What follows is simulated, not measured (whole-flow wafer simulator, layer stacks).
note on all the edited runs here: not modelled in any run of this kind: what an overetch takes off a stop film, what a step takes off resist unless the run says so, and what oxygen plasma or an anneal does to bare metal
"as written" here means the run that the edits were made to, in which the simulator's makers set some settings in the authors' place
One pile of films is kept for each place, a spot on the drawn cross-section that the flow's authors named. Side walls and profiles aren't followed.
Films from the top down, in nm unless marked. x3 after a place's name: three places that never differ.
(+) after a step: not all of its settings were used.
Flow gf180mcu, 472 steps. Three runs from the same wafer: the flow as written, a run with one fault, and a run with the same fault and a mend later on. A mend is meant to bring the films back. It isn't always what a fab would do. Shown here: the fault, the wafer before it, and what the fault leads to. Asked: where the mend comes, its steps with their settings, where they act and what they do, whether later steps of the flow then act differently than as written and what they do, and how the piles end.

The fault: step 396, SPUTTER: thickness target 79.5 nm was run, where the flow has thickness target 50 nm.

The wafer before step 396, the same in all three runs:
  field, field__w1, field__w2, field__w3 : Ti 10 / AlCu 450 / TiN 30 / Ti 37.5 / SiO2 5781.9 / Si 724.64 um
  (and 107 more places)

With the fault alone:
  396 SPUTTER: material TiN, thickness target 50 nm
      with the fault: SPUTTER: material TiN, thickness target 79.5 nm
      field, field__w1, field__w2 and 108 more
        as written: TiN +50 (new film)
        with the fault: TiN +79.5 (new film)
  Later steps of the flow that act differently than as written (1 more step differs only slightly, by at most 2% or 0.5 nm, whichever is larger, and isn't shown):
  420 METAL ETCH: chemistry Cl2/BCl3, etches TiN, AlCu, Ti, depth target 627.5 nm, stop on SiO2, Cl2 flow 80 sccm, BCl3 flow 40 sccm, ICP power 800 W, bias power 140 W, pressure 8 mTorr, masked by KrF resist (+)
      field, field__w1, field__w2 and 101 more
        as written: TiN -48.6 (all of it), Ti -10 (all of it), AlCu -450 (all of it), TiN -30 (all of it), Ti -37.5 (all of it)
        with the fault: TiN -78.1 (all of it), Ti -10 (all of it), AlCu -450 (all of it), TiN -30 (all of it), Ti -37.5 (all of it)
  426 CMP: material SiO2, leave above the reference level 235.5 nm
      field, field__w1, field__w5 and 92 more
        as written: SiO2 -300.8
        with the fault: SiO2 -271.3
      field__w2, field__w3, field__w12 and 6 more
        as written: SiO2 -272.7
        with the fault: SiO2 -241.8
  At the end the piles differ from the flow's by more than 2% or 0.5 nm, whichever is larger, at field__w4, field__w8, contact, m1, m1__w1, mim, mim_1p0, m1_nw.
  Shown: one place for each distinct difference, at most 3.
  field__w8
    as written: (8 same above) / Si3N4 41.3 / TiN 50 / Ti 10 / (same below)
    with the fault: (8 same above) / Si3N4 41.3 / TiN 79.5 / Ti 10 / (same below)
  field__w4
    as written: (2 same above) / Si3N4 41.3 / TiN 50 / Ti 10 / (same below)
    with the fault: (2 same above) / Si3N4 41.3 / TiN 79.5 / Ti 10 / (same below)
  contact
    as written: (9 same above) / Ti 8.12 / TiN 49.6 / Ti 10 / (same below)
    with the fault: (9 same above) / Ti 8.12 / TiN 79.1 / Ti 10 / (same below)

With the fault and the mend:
  The mend comes after step 396.
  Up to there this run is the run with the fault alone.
  396a METAL ETCH: chemistry Cl2/BCl3, etches TiN, AlCu, Ti, depth target 29.5 nm, Cl2 flow 80 sccm, BCl3 flow 40 sccm, ICP power 800 W, bias power 140 W, pressure 8 mTorr (the flow's step 260 once more, with other settings)
      field, field__w1, field__w2 and 108 more
        TiN -29.5
  No later step of the flow acts differently than as written at any place that is followed.
  At the end the piles are the same as the flow's at every place that both follow.
